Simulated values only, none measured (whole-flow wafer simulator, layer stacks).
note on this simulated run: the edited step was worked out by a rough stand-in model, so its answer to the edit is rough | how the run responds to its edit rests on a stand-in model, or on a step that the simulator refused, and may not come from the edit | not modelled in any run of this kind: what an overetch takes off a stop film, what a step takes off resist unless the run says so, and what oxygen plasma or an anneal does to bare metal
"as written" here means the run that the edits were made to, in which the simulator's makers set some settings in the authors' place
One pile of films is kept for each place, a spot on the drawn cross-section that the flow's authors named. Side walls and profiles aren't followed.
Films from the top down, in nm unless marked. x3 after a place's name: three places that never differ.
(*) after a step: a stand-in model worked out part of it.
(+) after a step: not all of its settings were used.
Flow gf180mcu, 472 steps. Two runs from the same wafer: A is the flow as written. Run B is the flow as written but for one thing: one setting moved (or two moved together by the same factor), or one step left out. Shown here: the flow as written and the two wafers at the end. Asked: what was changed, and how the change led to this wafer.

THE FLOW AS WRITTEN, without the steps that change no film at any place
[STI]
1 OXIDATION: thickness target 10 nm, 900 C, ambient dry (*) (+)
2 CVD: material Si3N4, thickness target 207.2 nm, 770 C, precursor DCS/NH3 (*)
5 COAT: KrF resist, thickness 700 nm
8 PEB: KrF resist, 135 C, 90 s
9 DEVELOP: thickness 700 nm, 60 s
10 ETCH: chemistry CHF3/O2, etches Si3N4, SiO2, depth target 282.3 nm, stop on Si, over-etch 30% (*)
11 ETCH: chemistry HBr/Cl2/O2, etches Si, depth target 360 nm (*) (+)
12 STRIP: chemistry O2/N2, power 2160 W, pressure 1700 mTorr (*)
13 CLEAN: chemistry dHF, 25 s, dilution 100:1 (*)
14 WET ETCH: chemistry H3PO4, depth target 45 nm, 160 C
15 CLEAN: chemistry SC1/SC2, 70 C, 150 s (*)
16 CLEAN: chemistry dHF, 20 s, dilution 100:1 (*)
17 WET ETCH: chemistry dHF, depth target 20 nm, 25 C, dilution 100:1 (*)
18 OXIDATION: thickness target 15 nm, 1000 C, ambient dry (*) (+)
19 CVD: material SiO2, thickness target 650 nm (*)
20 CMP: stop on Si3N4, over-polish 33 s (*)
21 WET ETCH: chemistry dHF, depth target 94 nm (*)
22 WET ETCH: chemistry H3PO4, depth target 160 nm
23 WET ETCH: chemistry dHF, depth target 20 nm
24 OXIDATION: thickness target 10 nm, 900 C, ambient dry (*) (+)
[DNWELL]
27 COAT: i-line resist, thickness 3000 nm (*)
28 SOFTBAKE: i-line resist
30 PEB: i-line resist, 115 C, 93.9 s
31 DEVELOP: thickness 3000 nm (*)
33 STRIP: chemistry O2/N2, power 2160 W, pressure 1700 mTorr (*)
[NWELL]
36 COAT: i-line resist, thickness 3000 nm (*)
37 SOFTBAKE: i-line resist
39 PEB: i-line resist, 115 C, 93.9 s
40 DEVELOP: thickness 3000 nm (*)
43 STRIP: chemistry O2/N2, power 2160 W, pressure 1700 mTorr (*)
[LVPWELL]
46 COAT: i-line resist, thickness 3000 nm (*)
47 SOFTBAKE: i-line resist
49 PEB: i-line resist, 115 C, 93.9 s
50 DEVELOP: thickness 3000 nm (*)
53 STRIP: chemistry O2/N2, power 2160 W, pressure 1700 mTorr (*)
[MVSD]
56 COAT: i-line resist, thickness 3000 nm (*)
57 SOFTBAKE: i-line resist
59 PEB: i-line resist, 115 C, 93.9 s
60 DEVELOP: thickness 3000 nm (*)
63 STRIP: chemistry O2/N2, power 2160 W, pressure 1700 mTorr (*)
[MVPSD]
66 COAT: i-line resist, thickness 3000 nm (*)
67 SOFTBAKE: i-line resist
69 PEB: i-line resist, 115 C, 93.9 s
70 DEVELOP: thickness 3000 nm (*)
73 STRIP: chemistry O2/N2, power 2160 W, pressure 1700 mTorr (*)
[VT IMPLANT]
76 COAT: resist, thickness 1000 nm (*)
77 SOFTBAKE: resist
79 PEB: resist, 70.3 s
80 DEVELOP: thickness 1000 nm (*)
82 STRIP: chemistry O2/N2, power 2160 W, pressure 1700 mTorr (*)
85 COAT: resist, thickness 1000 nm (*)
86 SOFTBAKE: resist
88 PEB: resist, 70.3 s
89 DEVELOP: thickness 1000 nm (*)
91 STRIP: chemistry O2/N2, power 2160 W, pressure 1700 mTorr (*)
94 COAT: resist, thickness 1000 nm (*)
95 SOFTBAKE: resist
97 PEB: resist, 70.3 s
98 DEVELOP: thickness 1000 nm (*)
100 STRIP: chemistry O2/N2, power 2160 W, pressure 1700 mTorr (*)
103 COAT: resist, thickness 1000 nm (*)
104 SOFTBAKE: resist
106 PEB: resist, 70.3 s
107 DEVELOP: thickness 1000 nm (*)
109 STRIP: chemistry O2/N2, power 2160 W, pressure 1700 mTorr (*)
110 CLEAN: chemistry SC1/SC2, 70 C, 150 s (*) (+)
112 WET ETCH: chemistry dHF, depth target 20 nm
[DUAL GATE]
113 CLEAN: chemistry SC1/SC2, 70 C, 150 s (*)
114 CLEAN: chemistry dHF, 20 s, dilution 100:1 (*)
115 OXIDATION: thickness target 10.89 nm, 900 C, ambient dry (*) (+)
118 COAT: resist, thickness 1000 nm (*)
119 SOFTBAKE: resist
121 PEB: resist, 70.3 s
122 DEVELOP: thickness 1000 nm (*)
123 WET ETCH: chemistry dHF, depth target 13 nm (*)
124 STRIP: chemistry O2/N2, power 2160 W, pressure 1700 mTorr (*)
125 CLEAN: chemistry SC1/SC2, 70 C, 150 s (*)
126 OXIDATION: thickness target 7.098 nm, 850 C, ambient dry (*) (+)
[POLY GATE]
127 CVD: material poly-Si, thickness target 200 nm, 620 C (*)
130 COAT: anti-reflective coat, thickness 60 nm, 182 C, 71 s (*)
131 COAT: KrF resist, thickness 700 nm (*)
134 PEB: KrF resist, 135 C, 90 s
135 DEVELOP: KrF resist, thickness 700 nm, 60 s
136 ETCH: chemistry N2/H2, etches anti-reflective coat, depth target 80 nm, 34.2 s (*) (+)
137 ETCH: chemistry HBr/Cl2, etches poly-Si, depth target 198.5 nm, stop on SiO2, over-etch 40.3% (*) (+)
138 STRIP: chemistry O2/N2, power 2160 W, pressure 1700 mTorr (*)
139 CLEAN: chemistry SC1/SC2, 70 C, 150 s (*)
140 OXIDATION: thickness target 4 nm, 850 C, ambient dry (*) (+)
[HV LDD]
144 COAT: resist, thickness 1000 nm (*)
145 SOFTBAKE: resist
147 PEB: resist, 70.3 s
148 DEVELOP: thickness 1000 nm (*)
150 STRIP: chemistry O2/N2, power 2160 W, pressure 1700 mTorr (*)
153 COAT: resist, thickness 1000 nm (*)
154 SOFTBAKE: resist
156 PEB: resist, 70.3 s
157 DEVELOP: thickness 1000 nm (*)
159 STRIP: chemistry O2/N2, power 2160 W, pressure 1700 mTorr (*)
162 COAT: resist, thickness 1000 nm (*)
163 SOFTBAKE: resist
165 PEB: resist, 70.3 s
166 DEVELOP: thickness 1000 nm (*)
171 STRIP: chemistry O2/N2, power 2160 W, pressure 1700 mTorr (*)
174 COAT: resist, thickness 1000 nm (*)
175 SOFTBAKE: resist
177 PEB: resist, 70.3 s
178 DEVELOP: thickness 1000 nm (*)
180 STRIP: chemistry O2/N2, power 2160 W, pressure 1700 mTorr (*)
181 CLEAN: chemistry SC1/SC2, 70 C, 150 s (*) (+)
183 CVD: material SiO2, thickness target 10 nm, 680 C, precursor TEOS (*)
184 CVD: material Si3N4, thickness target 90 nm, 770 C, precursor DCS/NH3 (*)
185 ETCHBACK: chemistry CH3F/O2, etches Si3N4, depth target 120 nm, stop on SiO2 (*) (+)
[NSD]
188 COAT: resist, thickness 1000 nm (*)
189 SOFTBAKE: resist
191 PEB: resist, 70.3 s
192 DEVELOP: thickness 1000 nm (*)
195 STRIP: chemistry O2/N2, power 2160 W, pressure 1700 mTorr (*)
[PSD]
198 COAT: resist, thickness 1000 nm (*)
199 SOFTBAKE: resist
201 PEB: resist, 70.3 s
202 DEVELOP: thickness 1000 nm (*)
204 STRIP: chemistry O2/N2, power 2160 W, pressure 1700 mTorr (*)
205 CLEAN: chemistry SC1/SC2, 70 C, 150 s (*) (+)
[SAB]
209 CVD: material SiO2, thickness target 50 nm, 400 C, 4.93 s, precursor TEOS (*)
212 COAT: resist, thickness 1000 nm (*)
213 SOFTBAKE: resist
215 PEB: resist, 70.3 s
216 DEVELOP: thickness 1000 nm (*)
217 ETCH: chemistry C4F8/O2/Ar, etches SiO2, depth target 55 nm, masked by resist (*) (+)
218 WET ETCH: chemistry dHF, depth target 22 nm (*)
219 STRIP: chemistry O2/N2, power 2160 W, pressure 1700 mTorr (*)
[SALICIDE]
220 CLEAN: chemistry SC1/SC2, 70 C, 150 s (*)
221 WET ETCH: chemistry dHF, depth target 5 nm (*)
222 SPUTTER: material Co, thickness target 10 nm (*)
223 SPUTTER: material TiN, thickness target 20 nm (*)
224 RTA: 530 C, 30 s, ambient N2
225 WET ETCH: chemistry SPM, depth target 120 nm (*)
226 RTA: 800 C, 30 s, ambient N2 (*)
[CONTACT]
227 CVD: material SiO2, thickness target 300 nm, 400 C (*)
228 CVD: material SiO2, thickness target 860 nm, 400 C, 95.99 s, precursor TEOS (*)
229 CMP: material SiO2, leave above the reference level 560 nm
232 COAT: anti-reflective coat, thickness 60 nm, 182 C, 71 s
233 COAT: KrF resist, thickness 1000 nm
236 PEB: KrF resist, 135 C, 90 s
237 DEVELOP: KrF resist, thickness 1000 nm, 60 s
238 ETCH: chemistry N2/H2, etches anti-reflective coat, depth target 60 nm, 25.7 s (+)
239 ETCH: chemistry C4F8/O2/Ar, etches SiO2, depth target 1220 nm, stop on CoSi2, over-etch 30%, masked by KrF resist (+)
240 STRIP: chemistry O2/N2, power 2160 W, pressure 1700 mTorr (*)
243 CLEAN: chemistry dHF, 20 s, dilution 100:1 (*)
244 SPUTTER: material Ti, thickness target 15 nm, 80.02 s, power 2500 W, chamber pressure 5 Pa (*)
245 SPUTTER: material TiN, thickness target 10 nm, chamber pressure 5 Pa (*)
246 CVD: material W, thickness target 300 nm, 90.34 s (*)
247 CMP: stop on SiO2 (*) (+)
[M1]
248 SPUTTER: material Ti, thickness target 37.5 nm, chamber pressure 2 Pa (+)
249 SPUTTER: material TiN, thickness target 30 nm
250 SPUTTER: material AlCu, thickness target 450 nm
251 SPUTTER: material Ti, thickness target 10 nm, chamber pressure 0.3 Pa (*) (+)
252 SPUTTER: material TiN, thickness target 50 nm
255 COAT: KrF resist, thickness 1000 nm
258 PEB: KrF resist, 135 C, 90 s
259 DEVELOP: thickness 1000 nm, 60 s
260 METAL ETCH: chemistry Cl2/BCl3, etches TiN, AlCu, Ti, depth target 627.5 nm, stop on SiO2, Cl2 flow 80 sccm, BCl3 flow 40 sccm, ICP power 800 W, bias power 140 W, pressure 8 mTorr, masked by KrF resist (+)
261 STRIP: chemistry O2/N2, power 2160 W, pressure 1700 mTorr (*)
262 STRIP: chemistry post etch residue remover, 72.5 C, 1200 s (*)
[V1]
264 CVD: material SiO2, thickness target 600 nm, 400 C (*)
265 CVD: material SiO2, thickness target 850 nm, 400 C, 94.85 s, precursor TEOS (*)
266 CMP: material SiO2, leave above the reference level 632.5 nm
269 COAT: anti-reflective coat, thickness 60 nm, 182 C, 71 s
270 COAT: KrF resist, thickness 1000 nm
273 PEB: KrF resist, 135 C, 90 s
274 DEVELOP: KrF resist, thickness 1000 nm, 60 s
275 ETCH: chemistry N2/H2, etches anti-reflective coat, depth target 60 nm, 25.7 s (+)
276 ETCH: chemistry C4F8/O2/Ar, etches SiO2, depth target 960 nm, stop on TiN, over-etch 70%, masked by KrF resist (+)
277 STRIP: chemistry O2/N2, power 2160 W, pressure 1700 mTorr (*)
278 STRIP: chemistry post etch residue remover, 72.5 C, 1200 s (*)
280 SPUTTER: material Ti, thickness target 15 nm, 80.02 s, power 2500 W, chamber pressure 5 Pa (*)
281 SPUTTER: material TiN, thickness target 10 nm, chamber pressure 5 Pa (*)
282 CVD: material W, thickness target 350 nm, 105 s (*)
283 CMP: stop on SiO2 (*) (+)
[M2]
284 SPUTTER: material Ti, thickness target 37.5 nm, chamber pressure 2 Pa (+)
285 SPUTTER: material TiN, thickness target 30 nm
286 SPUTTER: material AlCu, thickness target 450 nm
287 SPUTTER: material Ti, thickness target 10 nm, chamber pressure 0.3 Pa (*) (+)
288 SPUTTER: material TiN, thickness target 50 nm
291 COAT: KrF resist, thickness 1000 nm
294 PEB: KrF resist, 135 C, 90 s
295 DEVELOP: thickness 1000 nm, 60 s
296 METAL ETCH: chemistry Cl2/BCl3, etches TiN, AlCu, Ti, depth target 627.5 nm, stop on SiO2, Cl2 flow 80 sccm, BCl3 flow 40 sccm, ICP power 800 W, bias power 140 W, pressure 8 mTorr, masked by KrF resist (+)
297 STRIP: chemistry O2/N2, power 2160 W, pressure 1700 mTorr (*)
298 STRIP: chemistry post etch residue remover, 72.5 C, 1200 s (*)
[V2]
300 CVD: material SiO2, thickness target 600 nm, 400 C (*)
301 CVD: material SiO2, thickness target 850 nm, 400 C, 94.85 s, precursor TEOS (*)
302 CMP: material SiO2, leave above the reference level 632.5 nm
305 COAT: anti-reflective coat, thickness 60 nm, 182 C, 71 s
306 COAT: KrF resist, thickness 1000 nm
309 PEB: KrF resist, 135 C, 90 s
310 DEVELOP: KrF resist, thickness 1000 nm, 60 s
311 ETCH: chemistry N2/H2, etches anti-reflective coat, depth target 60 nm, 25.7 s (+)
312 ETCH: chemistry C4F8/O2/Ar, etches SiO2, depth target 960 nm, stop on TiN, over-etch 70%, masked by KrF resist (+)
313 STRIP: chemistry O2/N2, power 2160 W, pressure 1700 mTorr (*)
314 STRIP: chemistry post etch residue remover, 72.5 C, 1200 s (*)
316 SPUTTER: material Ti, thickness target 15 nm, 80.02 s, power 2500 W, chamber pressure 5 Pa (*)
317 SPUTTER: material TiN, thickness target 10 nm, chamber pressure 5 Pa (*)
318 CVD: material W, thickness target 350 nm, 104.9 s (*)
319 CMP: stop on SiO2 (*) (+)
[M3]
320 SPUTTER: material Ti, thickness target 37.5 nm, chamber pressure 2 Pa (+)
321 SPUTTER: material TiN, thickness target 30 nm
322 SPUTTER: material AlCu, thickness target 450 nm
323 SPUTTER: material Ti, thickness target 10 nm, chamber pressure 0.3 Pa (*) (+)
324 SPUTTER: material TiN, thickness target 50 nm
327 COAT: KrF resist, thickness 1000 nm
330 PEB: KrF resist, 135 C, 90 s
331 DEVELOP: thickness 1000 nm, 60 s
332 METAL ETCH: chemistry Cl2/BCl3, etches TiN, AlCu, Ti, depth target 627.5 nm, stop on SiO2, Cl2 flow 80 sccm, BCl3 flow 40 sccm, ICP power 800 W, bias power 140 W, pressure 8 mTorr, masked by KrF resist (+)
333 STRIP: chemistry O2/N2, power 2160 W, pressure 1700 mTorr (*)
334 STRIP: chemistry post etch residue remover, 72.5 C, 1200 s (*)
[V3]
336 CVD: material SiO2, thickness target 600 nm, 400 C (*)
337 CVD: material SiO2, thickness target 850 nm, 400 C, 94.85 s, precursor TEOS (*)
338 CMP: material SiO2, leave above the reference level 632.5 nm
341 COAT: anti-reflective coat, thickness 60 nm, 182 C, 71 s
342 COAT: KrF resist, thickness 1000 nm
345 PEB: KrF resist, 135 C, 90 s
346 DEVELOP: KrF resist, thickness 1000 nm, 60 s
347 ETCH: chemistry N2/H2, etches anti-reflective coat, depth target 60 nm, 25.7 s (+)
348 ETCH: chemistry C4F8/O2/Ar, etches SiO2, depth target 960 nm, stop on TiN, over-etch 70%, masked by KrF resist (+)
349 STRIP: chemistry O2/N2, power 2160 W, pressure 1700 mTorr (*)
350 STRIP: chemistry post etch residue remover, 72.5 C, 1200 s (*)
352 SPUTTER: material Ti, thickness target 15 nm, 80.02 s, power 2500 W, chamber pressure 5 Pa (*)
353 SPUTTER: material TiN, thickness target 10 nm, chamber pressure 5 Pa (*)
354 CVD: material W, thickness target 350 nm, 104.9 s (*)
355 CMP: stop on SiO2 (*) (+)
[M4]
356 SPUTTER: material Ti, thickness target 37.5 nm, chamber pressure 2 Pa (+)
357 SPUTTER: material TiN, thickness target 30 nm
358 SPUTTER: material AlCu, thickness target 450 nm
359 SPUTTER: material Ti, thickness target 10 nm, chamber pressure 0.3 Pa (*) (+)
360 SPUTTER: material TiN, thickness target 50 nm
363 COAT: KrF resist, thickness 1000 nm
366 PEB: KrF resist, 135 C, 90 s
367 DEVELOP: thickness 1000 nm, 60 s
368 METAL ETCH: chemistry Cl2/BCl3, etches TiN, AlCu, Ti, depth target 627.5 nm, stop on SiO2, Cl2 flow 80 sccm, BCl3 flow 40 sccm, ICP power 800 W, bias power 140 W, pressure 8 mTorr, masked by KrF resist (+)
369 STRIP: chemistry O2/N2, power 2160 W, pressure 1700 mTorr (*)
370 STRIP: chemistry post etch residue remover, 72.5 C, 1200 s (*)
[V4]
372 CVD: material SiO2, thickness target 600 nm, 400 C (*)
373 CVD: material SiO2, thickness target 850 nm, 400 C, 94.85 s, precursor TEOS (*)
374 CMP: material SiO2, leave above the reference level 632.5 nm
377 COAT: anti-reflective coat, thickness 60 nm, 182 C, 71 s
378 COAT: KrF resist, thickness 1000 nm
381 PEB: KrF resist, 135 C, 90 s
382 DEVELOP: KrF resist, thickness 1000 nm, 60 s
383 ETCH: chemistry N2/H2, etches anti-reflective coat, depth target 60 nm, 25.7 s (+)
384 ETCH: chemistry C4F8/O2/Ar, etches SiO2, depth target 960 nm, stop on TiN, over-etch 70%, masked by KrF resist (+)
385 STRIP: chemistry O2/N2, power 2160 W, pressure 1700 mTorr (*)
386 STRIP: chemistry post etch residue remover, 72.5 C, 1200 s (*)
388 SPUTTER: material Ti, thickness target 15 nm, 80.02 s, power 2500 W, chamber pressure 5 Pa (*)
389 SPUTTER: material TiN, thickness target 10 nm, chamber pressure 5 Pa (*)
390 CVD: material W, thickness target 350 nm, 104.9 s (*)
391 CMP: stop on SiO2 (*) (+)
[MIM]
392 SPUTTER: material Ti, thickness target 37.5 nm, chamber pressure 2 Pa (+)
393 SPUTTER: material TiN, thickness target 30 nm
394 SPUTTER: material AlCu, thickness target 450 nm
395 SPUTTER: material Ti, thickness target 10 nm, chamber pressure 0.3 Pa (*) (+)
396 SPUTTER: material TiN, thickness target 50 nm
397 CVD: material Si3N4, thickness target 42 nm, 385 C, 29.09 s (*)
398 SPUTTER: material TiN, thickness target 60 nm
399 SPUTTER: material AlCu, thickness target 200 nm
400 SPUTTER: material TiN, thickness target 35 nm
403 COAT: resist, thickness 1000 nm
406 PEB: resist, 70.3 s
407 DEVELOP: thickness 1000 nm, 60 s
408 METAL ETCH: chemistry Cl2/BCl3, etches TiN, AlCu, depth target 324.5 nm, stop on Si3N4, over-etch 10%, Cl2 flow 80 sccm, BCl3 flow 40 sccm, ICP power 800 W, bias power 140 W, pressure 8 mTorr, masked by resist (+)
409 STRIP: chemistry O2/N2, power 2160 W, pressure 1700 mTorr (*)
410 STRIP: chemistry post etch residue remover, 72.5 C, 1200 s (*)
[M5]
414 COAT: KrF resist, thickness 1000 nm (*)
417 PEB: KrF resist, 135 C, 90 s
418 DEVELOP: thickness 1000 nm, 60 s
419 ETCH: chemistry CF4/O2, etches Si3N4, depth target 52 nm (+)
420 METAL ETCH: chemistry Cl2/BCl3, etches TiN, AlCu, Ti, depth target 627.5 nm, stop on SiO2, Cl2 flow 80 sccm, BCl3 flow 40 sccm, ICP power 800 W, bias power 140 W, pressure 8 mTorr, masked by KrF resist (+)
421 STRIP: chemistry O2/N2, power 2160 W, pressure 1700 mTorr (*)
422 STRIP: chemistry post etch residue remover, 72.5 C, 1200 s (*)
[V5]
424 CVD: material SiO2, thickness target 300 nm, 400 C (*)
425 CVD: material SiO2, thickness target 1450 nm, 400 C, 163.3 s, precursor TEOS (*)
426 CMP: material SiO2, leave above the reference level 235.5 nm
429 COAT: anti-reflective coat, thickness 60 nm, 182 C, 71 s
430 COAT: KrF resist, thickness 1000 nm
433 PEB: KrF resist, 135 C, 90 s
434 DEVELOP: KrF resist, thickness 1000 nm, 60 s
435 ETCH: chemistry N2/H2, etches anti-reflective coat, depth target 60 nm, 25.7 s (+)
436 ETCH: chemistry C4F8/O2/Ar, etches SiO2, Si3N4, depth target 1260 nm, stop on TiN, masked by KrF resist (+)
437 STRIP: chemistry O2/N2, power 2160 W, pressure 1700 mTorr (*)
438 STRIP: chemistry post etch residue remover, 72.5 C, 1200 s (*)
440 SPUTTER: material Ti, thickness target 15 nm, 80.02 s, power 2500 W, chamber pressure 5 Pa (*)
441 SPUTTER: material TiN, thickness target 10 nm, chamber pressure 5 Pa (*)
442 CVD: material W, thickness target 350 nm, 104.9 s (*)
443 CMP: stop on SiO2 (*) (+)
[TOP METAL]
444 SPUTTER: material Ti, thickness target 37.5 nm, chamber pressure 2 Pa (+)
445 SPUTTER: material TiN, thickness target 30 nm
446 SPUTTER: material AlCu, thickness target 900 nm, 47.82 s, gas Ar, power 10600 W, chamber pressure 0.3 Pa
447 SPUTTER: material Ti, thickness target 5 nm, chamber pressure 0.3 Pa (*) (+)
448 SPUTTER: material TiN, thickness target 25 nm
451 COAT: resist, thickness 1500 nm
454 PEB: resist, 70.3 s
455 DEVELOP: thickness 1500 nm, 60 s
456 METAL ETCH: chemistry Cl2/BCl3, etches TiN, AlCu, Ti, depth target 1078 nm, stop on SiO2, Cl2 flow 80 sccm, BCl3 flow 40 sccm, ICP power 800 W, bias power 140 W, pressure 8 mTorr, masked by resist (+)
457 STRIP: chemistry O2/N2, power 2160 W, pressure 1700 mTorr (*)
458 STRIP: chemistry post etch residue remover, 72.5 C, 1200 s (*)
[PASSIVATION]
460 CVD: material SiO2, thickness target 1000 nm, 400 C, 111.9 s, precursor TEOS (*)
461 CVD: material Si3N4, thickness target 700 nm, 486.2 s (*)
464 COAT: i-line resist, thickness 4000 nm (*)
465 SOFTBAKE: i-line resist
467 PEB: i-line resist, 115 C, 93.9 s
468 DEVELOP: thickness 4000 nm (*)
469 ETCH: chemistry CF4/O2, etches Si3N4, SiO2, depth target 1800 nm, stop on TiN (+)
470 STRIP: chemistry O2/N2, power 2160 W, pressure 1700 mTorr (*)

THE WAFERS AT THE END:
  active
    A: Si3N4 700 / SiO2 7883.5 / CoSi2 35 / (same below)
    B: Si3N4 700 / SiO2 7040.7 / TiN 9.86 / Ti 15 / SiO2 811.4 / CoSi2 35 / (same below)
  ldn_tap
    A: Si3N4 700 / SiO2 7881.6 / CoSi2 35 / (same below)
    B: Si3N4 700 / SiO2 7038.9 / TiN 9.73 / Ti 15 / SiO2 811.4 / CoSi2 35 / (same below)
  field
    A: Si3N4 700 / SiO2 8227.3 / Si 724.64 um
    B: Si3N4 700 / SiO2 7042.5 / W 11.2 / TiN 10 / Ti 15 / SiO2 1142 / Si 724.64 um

The cause: step 228, CVD: thickness target 507 nm was run, where the flow has thickness target 860 nm; step 228, CVD: 56.64 s was run, where the flow has 95.99 s.

How the change led to this, step by step:
  228 CVD: material SiO2, thickness target 860 nm, 400 C, 95.99 s, precursor TEOS (*)
      field, field__w7, field__w8 and 70 more: A SiO2 +860 | B SiO2 +514.9
      field__w3, field__w12: A SiO2 +807.3 | B SiO2 +487
      (and at 36 more places)
  229 CMP: material SiO2, leave above the reference level 560 nm
      ldn_sep__w1, ldn_sep__w2, ldn_dft and 8 more: A SiO2 -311 | B nothing
      active, p_well, sd_n, iso_ptap_pw, iso_ntap_nw, iso_ptap_sub, vpnp_e: A SiO2 -299.9 | B nothing
      (and at 93 more places)
  232 COAT: anti-reflective coat, thickness 60 nm, 182 C, 71 s
      sti, mim_1p0, pad, dice_street: A anti-reflective coat +60 (new film) | B anti-reflective coat +55.5 (new film)
      field__w7, ldn_out: A anti-reflective coat +60 (new film) | B anti-reflective coat +67.5 (new film)
      (and at 96 more places)
  233 COAT: KrF resist, thickness 1000 nm
      p_well, sti, spacer, sd_n, mim_1p0, pad, dice_street: A KrF resist +1000 (new film) | B KrF resist +1021.1 (new film)
      mim: A KrF resist +1000 (new film) | B KrF resist +1022.4 (new film)
      (and at 4 more places)
  238 ETCH: chemistry N2/H2, etches anti-reflective coat, depth target 60 nm, 25.7 s (+)
      polyc_n, polyc_p: A anti-reflective coat -60 (all of it), SiO2 -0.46 | B anti-reflective coat -26.8 (all of it), SiO2 -1.31
      contact: A anti-reflective coat -60 (all of it), SiO2 -0.46 | B anti-reflective coat -74.2 (all of it), SiO2 -0.1
  239 ETCH: chemistry C4F8/O2/Ar, etches SiO2, depth target 1220 nm, stop on CoSi2, over-etch 30%, masked by KrF resist (+)
      field, field__w1, field__w2 and 105 more: A KrF resist -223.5 | B KrF resist -209.4
      contact: A SiO2 -859.5 (all of it) | B SiO2 -805.3 (all of it)
  240 STRIP: chemistry O2/N2, power 2160 W, pressure 1700 mTorr (*)
      sti, mim_1p0, pad, dice_street: A KrF resist -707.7 (all of it), anti-reflective coat -60 (all of it) | B KrF resist -742.7 (all of it), anti-reflective coat -55.5 (all of it)
      p_well, sd_n: A KrF resist -707.7 (all of it), anti-reflective coat -60 (all of it) | B KrF resist -742.7 (all of it), anti-reflective coat -52.4 (all of it)
      (and at 98 more places)
  244 SPUTTER: material Ti, thickness target 15 nm, 80.02 s, power 2500 W, chamber pressure 5 Pa (*)
      field__w3: A Ti +15 (new film) | B Ti +14.3 (new film)
      field__w12: A Ti +15 (new film) | B Ti +14.2 (new film)
      (and at 1 more place)
  245 SPUTTER: material TiN, thickness target 10 nm, chamber pressure 5 Pa (*)
      field__w12: A TiN +10 (new film) | B TiN +9.47 (new film)
      ld_drift_p: A TiN +10 (new film) | B TiN +9.33 (new film)
  246 CVD: material W, thickness target 300 nm, 90.34 s (*)
      contact: A W +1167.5 (new film) | B W +1105.2 (new film)
  247 CMP: stop on SiO2 (*) (+)
      active, p_well, sd_n, iso_ptap_pw, iso_ntap_nw, iso_ptap_sub, vpnp_e: A W -300 (all of it), TiN -10 (all of it), Ti -15 (all of it), SiO2 -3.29 | B W -289.7
      ldn_tap, ldn_src, ldn_drn, ldp_tap, ldp_src, ldp_drn, ldp_gr: A W -300 (all of it), TiN -10 (all of it), Ti -15 (all of it), SiO2 -3.29 | B W -291.6
      (and at 95 more places)
  248 SPUTTER: material Ti, thickness target 37.5 nm, chamber pressure 2 Pa (+)
      field__w13: A Ti +37.5 (new film) | B Ti +37.5
  260 METAL ETCH: chemistry Cl2/BCl3, etches TiN, AlCu, Ti, depth target 627.5 nm, stop on SiO2, Cl2 flow 80 sccm, BCl3 flow 40 sccm, ICP power 800 W, bias power 140 W, pressure 8 mTorr, masked by KrF resist (+)
      field, field__w1, field__w2 and 49 more: A TiN -50 (all of it), Ti -10 (all of it), AlCu -450 (all of it), TiN -30 (all of it), Ti -37.5 (all of it) | B TiN -50 (all of it), Ti -10 (all of it), AlCu -450 (all of it), TiN -30 (all of it), Ti -37.5 (all of it), W -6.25
      ldn_sep__w2, ldn_fld__w1, ldp_sep__w2, ldp_dft, ldp_out, ldp_fld__w3: A TiN -50 (all of it), Ti -10 (all of it), AlCu -450 (all of it), TiN -30 (all of it), Ti -37.5 (all of it) | B TiN -50 (all of it), Ti -10 (all of it), AlCu -450 (all of it), TiN -30 (all of it), Ti -37.5 (all of it), TiN -9.22 (all of it), Ti -15 (all of it)
      (and at 11 more places)
  262 STRIP: chemistry post etch residue remover, 72.5 C, 1200 s (*)
      field, field__w1, field__w2 and 32 more: A nothing | B W -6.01
      active, p_well, sd_n, iso_ptap_pw, iso_ntap_nw, iso_ptap_sub, vpnp_e: A nothing | B W -4.04 (all of it), TiN -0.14
      (and at 10 more places)
  264 CVD: material SiO2, thickness target 600 nm, 400 C (*)
      field, field__w1, field__w2 and 49 more: A SiO2 +600 | B SiO2 +600 (new film)
  266 CMP: material SiO2, leave above the reference level 632.5 nm
      field, field__w1, field__w2 and 32 more: A SiO2 -300 | B SiO2 -287.7
      ldn_sep__w1, ldn_sep__w2, ldn_out and 6 more: A SiO2 -300 | B SiO2 -275.8
      (and at 24 more places)
Counting metal films that touch as one body, active has 2 bodies (between them, from the top down: SiO2 811.4); the flow as written gives 1 body.
Counting metal films that touch as one body, ldn_tap has 2 bodies (between them, from the top down: SiO2 811.4); the flow as written gives 1 body.
Counting metal films that touch as one body, field has 1 body; the flow as written gives 0 bodies.
